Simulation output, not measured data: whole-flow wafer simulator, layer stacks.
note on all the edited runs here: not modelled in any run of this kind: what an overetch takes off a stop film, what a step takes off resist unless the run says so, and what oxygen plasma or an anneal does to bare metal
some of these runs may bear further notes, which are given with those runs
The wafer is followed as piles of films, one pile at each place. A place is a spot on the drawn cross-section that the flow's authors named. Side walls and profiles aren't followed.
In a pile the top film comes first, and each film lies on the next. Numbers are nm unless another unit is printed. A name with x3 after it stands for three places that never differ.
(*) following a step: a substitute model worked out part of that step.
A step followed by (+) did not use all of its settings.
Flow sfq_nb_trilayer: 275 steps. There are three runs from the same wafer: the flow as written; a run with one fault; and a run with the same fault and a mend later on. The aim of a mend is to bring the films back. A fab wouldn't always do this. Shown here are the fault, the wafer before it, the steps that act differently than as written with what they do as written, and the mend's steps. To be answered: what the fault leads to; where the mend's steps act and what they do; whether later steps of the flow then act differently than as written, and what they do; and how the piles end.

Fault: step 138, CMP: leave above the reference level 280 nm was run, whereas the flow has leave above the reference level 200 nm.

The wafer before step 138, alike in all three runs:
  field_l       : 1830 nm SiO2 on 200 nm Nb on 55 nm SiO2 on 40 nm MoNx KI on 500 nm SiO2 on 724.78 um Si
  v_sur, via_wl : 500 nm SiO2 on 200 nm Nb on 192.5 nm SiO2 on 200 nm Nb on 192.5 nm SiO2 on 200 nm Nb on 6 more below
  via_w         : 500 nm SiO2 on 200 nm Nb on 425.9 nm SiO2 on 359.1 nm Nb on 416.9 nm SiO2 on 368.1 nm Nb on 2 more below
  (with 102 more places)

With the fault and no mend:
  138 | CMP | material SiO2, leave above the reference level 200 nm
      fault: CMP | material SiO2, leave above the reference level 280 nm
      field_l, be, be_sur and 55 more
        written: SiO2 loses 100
        fault: SiO2 loses 20
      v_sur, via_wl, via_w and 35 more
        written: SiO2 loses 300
        fault: SiO2 loses 220
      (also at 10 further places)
  Later steps of the flow acting differently than as written (6 more steps, not shown, differ only slightly: by at most 2% or 0.5 nm, whichever is larger):
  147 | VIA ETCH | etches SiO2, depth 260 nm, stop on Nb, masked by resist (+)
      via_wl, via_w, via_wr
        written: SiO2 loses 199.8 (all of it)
        fault: SiO2 loses 260
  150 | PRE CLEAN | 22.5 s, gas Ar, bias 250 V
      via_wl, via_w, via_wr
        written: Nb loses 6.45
        fault: SiO2 loses 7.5
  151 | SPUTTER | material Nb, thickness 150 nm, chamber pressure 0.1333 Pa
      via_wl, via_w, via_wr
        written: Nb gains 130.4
        fault: Nb gains 123.3 (new film)
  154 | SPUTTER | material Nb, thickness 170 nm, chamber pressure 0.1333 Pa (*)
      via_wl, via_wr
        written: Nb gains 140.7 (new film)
        fault: Nb gains 103.1 (new film)
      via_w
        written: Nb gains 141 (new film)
        fault: Nb gains 136 (new film)
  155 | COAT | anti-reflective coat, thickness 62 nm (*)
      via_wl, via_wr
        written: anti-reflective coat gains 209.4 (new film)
        fault: anti-reflective coat gains 321.3 (new film)
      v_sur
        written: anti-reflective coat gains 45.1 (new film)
        fault: anti-reflective coat gains 42.8 (new film)
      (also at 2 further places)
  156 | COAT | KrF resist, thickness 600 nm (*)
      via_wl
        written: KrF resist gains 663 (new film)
        fault: KrF resist gains 648.6 (new film)
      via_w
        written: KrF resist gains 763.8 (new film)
        fault: KrF resist gains 811.1 (new film)
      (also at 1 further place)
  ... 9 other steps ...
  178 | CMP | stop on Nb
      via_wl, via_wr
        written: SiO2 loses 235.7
        fault: SiO2 loses 227.2
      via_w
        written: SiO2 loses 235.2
        fault: SiO2 loses 227.2
  The piles end different from the flow's at field_l, v_sur, via_wl and 103 more by more than 2% or 0.5 nm, whichever is larger.
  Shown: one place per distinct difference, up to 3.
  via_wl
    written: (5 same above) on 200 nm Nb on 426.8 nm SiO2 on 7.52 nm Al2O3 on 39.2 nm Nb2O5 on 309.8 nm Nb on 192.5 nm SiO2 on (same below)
    fault: (5 same above) on 200 nm Nb on 469.8 nm SiO2 on 52.6 nm Nb2O5 on 0.96 nm Al2O3 on 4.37 nm Al on 123.3 nm Nb on 12.3 nm SiO2 on 200 nm Nb on 192.5 nm SiO2 on (same below)
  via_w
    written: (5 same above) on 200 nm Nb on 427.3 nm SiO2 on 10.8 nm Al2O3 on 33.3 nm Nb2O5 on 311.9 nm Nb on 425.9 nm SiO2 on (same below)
    fault: (5 same above) on 200 nm Nb on 495.5 nm SiO2 on 10.1 nm Al2O3 on 34.7 nm Nb2O5 on 110.8 nm Nb on 12.3 nm SiO2 on 200 nm Nb on 425.9 nm SiO2 on (same below)
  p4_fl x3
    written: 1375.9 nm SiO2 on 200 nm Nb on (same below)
    fault: 1455.9 nm SiO2 on 200 nm Nb on (same below)

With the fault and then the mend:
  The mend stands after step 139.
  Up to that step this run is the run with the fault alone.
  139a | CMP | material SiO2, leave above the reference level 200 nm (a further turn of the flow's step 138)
      field_l, v_sur, via_wl and 103 more
        SiO2 loses 80
  Every later step of the flow that is run acts as written at every place that is followed.
  By the end, the piles equal the flow's at every place that both follow.
